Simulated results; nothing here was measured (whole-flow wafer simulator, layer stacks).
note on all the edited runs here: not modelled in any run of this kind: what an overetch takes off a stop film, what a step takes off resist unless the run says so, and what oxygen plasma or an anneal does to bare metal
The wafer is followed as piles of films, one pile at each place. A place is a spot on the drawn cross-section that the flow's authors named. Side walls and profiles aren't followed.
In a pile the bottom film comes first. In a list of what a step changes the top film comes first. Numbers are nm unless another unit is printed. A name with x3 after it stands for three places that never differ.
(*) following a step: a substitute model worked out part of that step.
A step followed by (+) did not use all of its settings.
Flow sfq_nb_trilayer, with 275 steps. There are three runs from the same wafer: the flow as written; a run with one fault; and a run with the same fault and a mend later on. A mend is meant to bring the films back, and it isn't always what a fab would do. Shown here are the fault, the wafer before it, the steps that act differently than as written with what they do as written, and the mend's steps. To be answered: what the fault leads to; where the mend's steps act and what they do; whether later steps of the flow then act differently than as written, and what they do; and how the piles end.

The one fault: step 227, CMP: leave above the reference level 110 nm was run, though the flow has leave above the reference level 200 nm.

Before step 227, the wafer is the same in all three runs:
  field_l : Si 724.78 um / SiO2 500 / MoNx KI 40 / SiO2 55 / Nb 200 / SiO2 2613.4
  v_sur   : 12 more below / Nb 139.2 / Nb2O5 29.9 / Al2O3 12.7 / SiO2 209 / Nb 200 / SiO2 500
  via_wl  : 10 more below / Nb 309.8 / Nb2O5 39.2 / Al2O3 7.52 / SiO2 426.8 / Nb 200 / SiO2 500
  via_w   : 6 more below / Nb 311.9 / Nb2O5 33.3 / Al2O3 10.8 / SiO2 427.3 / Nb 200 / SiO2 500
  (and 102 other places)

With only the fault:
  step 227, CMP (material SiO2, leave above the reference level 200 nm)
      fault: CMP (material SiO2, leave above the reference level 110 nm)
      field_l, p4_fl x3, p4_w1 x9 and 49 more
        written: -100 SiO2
        fault: -190 SiO2
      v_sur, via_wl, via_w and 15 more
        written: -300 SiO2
        fault: -390 SiO2
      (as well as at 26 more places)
  Steps later in the flow that act otherwise than as written (3 other steps are not shown; they differ only slightly, by no more than 2% or 0.5 nm, whichever is larger):
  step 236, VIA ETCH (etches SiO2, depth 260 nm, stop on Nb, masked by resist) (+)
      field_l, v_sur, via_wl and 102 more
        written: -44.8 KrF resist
        fault: -28.4 KrF resist
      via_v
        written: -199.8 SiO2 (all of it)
        fault: -109.8 SiO2 (all of it)
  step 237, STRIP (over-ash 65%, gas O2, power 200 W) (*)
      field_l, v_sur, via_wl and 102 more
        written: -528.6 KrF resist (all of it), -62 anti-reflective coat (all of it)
        fault: -545 KrF resist (all of it), -62 anti-reflective coat (all of it)
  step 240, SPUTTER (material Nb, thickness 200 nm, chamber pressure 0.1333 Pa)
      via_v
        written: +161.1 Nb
        fault: +183.2 Nb
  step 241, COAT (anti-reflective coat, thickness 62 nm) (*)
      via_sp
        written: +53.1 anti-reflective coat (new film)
        fault: +55 anti-reflective coat (new film)
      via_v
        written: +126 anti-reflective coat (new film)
        fault: +105 anti-reflective coat (new film)
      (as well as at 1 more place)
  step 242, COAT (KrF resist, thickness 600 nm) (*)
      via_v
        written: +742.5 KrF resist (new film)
        fault: +666.5 KrF resist (new film)
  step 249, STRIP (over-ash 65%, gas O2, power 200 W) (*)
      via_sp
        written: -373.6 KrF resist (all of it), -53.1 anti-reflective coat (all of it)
        fault: -379.8 KrF resist (all of it), -55 anti-reflective coat (all of it)
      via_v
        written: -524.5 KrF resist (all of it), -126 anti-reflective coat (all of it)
        fault: -448.8 KrF resist (all of it), -105 anti-reflective coat (all of it)
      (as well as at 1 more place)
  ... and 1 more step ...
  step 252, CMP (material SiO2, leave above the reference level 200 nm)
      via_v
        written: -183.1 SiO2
        fault: -174.3 SiO2
  At field_l, v_sur, via_wl and 103 more, the piles at the end differ from the flow's by more than 2% or 0.5 nm, whichever is larger.
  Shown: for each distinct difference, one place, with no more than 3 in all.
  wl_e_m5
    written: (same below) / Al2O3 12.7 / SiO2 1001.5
    fault: (same below) / Al2O3 12.7 / SiO2 911.5
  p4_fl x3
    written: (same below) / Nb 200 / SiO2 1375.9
    fault: (same below) / Nb 200 / SiO2 1285.9
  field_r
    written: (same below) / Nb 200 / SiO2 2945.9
    fault: (same below) / Nb 200 / SiO2 2855.9

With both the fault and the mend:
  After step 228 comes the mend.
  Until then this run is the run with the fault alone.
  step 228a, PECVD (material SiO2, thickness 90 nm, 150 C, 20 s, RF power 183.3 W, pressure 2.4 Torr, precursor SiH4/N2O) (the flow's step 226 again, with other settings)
      field_l, v_sur, via_wl and 103 more
        +90 SiO2
  Every later step of the flow that is run acts as written, at every place that is followed, to within 2% or 0.5 nm, whichever is larger.
  By the end, the piles equal the flow's at every place that both follow.
